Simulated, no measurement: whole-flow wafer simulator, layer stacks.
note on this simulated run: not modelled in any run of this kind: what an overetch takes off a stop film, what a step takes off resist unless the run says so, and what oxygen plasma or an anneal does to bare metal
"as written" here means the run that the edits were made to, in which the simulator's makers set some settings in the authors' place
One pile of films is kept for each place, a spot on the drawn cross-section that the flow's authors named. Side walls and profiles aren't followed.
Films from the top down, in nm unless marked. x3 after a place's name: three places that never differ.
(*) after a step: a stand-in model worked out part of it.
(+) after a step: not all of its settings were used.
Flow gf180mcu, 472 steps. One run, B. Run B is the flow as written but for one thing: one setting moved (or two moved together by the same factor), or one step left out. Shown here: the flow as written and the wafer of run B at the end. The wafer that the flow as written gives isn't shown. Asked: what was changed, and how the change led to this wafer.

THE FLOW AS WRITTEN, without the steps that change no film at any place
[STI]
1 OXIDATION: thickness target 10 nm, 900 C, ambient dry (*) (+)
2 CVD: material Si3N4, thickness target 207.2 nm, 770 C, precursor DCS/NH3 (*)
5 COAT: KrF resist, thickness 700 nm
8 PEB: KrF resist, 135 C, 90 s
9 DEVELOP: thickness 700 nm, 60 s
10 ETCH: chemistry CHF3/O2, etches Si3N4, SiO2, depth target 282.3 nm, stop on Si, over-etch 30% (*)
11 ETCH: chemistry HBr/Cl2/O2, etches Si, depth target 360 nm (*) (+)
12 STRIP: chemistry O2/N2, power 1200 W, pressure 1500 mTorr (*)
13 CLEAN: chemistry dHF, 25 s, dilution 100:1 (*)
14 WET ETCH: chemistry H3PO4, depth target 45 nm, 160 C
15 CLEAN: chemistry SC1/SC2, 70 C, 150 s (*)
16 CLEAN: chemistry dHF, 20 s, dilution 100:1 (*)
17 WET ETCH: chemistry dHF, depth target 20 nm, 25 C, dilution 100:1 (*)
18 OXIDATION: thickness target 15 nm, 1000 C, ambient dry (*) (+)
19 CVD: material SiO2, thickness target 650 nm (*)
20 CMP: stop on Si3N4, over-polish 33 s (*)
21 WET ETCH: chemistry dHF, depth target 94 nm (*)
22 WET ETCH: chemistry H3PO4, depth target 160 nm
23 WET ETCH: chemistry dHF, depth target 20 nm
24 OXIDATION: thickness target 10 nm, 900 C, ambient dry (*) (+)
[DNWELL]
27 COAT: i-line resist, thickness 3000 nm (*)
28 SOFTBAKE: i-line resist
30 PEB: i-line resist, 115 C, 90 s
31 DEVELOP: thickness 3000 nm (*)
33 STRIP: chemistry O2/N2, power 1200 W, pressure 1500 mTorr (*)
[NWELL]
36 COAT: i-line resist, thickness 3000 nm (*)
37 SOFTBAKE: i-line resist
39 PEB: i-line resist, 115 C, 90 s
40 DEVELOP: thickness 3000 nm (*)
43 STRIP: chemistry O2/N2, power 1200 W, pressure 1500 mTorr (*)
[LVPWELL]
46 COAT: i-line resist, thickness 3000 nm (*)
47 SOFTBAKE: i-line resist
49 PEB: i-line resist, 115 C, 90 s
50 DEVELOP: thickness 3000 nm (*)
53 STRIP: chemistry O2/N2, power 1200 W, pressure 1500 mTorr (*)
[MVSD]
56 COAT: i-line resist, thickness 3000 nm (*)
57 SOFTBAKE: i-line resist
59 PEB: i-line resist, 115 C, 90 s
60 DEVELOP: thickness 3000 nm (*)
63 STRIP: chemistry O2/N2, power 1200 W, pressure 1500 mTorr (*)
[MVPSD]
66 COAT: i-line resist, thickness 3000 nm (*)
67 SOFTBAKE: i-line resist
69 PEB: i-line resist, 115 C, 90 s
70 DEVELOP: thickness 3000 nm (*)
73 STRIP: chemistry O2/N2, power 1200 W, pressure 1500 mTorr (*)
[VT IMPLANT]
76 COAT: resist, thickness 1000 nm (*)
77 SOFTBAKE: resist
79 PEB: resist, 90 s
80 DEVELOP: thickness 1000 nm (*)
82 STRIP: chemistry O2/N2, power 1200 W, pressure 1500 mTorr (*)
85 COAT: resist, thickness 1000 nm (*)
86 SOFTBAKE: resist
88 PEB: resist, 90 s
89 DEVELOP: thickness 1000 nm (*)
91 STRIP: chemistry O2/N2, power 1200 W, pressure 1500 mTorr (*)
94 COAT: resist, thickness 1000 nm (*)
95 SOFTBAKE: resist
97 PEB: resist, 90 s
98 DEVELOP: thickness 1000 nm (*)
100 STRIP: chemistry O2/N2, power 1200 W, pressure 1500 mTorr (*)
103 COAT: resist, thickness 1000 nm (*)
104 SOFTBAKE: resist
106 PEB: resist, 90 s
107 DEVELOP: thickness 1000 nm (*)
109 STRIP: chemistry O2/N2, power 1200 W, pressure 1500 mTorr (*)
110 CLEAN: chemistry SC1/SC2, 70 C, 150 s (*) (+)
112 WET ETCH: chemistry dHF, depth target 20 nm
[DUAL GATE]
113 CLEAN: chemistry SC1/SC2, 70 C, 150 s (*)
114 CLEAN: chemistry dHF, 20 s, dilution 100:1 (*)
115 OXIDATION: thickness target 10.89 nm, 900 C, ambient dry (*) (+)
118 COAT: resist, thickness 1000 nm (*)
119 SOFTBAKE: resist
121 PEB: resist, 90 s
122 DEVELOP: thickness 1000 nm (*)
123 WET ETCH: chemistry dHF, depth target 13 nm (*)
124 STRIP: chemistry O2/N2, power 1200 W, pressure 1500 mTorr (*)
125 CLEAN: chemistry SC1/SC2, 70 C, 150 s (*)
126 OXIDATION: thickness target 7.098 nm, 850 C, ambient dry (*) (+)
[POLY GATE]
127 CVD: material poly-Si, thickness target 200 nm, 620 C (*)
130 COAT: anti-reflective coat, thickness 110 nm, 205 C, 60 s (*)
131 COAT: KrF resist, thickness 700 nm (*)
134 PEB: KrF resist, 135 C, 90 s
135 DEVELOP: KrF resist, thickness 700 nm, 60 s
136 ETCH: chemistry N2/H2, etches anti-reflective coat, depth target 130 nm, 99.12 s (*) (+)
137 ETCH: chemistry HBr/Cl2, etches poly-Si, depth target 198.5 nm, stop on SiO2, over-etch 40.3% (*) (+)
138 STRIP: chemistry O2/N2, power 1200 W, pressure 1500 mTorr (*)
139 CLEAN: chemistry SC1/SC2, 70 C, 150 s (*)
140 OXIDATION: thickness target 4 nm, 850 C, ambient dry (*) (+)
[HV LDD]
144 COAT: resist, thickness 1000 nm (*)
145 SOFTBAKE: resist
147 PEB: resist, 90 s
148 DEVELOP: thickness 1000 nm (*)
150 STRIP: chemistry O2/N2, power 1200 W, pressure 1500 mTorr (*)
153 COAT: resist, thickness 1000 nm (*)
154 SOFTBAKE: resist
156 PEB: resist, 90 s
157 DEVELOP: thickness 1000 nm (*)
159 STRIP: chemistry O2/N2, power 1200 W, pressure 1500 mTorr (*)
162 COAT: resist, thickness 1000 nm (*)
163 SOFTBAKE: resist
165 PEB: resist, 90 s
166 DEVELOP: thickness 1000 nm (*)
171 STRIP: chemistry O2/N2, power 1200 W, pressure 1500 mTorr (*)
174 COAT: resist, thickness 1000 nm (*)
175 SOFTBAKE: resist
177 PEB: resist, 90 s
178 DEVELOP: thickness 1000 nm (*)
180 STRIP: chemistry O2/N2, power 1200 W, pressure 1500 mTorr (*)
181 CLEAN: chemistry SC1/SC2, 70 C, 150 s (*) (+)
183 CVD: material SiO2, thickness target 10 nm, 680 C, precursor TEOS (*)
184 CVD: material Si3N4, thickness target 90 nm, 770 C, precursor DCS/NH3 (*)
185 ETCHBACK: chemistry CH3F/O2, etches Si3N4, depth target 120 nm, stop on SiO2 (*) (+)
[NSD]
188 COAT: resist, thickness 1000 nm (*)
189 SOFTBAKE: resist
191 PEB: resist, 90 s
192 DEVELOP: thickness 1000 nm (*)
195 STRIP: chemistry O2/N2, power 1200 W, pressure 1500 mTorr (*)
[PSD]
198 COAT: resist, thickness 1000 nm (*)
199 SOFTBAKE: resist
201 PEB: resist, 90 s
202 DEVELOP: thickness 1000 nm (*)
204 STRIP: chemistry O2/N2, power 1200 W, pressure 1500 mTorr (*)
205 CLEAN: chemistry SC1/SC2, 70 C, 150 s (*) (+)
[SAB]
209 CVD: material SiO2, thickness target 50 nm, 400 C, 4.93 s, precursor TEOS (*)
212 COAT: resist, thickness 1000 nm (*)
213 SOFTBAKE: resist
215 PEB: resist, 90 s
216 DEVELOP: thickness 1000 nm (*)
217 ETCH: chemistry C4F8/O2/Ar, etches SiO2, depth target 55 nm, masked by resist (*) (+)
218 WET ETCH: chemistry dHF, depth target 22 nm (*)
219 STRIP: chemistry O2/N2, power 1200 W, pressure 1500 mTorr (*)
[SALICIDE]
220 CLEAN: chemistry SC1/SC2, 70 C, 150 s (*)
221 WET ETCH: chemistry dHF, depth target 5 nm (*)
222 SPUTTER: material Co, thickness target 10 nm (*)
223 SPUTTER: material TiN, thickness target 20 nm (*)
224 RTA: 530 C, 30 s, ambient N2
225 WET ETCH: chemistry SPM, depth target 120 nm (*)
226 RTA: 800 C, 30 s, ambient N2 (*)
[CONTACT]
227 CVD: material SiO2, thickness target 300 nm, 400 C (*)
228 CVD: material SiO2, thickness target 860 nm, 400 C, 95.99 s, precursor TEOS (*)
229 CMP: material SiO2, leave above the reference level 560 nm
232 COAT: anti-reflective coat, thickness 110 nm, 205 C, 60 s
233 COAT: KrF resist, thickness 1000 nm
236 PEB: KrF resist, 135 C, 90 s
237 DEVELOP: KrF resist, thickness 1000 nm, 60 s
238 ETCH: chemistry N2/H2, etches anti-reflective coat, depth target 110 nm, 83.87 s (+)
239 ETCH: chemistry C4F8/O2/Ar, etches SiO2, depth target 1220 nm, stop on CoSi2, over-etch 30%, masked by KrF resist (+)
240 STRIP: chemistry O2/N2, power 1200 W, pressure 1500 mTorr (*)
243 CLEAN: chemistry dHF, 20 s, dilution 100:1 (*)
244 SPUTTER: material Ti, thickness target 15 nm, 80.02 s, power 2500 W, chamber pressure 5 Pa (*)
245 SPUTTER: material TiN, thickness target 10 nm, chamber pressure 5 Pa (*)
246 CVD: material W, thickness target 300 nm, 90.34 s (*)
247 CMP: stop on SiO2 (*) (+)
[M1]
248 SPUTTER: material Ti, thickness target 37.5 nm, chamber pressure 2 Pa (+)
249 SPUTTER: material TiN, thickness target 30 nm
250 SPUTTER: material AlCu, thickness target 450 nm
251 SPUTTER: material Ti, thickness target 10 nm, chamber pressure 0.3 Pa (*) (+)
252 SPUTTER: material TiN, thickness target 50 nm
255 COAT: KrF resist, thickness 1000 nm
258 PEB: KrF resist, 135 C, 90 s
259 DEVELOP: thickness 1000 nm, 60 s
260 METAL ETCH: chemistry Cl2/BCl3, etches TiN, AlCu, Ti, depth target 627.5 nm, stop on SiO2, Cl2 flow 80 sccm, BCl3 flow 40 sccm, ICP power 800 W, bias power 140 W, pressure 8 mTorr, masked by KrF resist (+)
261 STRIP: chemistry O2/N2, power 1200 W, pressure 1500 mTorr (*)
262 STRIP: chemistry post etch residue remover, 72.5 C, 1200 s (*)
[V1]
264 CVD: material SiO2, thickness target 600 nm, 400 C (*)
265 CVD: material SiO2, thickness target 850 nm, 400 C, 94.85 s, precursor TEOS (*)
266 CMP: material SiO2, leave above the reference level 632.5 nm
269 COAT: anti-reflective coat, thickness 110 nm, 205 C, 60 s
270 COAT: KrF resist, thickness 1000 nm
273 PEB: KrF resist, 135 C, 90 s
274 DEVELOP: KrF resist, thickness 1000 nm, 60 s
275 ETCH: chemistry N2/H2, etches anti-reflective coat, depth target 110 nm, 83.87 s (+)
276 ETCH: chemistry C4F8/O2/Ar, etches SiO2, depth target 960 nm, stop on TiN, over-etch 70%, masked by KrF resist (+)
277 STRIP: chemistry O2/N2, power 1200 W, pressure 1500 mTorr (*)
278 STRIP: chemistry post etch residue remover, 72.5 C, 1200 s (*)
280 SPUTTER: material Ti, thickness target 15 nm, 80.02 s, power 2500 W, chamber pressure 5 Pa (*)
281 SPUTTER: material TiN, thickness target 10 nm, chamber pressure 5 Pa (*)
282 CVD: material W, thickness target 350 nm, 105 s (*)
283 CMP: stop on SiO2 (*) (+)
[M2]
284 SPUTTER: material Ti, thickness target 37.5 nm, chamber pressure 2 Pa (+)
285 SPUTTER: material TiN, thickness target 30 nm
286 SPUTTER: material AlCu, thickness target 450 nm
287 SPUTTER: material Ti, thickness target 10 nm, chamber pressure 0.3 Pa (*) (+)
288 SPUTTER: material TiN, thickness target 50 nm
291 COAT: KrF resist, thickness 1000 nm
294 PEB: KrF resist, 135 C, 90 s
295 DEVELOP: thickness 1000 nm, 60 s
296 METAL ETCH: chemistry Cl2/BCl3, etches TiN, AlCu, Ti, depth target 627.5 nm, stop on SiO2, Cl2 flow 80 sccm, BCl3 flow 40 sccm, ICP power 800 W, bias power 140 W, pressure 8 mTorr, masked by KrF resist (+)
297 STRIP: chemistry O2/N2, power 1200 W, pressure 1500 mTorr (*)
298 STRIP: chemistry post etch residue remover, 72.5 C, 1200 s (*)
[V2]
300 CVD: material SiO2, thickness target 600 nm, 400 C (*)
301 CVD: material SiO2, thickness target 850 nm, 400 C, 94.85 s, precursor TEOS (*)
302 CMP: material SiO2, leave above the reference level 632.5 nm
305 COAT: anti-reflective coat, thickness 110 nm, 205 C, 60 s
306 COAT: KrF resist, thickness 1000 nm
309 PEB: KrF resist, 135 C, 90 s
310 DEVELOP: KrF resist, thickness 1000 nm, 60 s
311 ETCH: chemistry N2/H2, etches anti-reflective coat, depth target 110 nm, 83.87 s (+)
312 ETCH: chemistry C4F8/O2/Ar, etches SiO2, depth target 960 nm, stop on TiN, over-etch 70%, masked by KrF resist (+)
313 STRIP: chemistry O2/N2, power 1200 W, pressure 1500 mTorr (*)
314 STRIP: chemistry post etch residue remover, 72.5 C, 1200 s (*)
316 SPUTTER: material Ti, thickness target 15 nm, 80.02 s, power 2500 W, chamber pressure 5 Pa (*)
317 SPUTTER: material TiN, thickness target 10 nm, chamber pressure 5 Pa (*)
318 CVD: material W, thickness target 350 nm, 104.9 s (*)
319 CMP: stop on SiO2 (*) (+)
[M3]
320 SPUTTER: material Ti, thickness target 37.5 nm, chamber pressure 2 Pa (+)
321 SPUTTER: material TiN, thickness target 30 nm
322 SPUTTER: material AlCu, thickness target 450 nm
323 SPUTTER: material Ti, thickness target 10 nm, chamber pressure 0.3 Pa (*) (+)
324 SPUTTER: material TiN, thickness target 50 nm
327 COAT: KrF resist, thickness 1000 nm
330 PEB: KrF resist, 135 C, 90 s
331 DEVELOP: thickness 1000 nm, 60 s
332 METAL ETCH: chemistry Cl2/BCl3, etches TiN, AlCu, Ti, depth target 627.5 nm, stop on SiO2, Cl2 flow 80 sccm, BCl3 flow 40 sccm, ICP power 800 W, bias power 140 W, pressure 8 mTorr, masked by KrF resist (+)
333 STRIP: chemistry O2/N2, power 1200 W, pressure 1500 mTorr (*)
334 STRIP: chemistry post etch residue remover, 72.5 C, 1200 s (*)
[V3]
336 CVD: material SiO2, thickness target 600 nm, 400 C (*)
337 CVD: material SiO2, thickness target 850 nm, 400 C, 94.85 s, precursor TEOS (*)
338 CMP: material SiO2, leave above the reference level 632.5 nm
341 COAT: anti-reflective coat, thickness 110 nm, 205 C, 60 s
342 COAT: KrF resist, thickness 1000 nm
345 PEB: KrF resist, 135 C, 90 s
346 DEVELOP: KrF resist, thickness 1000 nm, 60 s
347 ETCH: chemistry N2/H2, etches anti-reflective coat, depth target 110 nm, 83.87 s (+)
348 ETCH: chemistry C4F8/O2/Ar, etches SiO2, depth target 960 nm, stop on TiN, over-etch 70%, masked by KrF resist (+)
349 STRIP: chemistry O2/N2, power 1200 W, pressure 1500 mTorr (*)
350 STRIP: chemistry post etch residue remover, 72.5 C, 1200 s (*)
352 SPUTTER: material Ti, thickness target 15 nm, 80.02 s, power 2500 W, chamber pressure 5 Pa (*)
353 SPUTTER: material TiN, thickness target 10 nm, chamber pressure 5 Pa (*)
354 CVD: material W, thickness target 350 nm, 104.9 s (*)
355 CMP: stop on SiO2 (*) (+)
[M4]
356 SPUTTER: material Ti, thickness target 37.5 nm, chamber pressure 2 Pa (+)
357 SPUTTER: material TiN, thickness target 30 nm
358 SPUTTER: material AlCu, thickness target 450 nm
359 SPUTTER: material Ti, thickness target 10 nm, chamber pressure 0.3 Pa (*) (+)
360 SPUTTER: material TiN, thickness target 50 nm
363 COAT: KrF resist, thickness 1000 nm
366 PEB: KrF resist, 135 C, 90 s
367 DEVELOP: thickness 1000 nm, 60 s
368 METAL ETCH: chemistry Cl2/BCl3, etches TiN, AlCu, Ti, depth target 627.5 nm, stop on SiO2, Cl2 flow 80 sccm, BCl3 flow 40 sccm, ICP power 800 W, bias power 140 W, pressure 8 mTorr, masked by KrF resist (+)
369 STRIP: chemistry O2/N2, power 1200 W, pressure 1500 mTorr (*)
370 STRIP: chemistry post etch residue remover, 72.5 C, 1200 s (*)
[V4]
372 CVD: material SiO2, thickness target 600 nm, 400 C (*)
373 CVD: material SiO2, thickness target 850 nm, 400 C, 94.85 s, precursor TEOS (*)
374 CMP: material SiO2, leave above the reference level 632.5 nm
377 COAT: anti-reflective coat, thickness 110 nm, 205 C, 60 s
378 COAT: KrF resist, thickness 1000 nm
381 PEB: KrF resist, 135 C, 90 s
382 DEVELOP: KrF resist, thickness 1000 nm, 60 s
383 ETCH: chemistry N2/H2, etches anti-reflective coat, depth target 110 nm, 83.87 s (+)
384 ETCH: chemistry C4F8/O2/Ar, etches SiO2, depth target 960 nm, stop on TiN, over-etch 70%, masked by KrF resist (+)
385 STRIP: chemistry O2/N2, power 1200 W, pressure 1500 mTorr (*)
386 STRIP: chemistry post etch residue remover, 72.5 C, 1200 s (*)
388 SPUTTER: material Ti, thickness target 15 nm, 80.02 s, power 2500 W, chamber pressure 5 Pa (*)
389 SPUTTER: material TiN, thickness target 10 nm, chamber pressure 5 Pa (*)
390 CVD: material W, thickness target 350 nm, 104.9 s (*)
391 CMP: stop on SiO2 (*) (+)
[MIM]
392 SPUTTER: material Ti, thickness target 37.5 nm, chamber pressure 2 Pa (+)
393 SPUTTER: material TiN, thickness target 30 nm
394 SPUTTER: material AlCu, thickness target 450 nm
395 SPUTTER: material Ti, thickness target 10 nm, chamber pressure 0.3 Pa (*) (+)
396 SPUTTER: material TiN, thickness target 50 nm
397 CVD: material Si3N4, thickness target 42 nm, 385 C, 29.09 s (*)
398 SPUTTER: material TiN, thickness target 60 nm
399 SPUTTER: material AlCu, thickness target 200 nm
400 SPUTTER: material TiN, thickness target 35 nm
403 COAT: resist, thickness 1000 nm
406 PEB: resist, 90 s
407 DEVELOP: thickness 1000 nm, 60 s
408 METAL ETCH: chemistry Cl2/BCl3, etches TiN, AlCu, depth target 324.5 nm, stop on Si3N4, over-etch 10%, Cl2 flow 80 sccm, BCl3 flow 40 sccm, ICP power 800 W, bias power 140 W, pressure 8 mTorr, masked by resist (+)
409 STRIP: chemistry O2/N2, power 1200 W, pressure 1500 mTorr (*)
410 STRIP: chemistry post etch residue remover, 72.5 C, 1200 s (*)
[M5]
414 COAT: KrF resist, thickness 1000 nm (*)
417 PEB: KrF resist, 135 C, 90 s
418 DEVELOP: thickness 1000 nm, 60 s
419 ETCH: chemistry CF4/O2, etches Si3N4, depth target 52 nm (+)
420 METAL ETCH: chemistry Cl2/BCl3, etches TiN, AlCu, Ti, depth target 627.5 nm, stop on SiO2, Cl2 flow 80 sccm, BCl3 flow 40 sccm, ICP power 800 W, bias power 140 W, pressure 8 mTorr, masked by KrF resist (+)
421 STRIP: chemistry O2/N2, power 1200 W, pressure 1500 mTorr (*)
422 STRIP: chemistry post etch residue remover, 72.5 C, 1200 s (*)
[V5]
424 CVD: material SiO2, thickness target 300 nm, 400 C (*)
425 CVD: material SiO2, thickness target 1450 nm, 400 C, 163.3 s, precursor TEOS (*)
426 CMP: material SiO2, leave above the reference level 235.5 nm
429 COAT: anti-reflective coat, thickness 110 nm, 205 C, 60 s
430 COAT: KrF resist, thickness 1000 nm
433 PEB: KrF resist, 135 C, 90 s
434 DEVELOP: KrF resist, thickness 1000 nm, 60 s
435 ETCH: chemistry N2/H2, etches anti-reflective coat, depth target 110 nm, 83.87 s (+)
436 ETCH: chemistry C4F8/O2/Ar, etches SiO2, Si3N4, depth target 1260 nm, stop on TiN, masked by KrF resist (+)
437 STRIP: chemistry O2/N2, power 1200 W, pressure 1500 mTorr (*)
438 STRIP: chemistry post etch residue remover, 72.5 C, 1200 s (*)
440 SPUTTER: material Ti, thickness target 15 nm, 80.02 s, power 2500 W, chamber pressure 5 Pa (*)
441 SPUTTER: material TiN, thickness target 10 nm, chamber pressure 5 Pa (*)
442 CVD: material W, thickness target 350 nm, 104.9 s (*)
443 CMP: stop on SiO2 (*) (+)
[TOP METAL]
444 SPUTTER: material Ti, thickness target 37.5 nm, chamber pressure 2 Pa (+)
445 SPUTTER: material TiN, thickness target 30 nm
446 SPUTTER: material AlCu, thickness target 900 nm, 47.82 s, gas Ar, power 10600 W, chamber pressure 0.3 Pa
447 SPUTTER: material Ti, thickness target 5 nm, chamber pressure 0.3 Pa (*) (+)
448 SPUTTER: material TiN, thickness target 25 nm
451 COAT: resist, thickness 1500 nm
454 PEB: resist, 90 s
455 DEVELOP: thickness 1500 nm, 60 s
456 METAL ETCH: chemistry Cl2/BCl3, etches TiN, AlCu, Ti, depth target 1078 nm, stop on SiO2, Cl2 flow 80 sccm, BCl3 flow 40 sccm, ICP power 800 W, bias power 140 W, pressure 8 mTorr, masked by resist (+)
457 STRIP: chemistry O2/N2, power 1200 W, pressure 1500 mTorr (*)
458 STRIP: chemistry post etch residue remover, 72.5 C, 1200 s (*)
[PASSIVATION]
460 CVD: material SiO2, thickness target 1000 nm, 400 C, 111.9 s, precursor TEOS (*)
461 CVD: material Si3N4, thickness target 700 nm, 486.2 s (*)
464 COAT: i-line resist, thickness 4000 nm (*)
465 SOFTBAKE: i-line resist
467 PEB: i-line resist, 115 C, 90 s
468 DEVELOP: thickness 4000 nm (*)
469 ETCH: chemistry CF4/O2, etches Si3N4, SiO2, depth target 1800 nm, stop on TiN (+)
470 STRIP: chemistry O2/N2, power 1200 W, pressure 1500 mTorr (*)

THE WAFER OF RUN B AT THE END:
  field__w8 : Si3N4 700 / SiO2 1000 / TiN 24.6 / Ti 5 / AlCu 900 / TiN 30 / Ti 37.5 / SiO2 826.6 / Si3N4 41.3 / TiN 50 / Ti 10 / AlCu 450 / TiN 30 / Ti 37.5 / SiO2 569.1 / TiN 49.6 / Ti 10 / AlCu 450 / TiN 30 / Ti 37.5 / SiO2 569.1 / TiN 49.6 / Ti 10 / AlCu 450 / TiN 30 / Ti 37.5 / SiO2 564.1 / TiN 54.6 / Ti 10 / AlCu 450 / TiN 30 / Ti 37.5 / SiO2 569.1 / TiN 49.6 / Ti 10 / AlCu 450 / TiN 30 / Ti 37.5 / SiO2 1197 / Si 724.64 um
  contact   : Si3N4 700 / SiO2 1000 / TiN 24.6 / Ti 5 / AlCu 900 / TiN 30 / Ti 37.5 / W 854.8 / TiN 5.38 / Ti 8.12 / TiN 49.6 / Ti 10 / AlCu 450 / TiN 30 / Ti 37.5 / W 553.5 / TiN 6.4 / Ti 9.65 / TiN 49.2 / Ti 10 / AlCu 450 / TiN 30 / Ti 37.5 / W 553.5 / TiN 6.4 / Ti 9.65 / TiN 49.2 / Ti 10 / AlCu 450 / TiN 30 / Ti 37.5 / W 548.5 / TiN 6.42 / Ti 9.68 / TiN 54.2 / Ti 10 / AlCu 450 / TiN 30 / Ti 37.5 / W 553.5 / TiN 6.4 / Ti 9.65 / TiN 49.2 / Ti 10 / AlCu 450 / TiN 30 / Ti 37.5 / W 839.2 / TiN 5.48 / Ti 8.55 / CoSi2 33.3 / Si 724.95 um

The cause: step 288, SPUTTER: thickness target 55 nm was run, where the flow has thickness target 50 nm.

How the change led to this, step by step:
  288 SPUTTER: material TiN, thickness target 50 nm
      field, field__w1, field__w2 and 108 more: TiN +55 (new film) (as written it would be: TiN +50 (new film))
  296 METAL ETCH: chemistry Cl2/BCl3, etches TiN, AlCu, Ti, depth target 627.5 nm, stop on SiO2, Cl2 flow 80 sccm, BCl3 flow 40 sccm, ICP power 800 W, bias power 140 W, pressure 8 mTorr, masked by KrF resist (+)
      field, field__w1, field__w2 and 103 more: TiN -55 (all of it), Ti -10 (all of it), AlCu -450 (all of it), TiN -30 (all of it), Ti -37.5 (all of it) (as written it would be: TiN -50 (all of it), Ti -10 (all of it), AlCu -450 (all of it), TiN -30 (all of it), Ti -37.5 (all of it))
